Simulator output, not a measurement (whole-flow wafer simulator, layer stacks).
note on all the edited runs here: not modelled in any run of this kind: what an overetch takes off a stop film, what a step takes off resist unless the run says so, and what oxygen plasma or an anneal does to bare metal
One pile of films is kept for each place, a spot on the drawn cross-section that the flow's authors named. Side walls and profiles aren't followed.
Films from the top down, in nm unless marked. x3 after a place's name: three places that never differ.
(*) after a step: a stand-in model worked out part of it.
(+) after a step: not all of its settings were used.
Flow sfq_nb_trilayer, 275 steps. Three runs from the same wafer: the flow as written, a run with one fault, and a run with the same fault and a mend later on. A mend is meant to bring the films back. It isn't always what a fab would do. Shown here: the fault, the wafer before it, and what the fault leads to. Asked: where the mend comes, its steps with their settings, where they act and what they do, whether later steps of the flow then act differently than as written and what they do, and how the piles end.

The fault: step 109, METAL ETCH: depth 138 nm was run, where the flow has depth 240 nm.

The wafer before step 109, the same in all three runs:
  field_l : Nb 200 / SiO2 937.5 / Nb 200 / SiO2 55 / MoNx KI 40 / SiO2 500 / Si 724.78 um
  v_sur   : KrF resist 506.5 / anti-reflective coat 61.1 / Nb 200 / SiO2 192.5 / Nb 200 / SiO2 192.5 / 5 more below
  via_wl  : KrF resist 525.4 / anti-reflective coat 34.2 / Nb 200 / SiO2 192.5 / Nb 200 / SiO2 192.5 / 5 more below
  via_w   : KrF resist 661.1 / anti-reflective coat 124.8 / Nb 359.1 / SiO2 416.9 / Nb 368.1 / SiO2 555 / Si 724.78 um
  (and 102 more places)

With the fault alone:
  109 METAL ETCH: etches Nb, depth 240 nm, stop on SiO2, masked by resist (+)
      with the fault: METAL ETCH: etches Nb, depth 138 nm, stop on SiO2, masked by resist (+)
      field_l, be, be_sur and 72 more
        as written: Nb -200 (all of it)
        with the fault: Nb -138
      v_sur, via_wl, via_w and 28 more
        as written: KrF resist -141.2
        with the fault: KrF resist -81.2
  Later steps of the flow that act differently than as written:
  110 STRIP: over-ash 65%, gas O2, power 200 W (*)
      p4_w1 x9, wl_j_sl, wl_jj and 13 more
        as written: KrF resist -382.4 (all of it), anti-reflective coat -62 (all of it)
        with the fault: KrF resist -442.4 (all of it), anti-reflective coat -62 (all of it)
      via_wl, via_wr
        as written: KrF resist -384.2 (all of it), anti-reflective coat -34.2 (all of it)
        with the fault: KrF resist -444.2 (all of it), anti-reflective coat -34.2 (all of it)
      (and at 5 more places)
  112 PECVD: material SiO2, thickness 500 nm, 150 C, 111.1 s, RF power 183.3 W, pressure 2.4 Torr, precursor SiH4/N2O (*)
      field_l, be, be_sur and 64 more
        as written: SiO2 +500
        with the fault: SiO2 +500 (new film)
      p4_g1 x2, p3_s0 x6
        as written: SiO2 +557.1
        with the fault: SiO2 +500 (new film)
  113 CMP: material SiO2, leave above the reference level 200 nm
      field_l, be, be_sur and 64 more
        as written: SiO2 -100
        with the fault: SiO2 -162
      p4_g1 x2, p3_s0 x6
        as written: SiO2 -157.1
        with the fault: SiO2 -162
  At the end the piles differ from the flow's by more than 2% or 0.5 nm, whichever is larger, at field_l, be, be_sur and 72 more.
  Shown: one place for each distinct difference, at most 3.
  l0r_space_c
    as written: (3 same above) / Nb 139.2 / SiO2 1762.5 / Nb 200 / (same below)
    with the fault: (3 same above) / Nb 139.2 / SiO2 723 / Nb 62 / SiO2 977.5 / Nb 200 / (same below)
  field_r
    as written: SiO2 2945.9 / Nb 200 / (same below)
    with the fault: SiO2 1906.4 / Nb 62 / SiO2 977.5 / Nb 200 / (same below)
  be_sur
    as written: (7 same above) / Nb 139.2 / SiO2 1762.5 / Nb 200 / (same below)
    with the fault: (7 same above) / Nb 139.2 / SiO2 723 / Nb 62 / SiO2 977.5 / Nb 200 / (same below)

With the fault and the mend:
  The mend comes after step 109.
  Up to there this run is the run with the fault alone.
  109a METAL ETCH: etches Nb, depth 102 nm, stop on SiO2, masked by resist (+) (the flow's step 109 once more, with other settings)
      field_l, be, be_sur and 72 more
        Nb -62 (all of it)
      v_sur, via_wl, via_w and 28 more
        KrF resist -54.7
  No later step of the flow acts differently than as written, at any place that is followed, by more than 2% or 0.5 nm, whichever is larger.
  At the end the piles are the same as the flow's at every place that both follow.
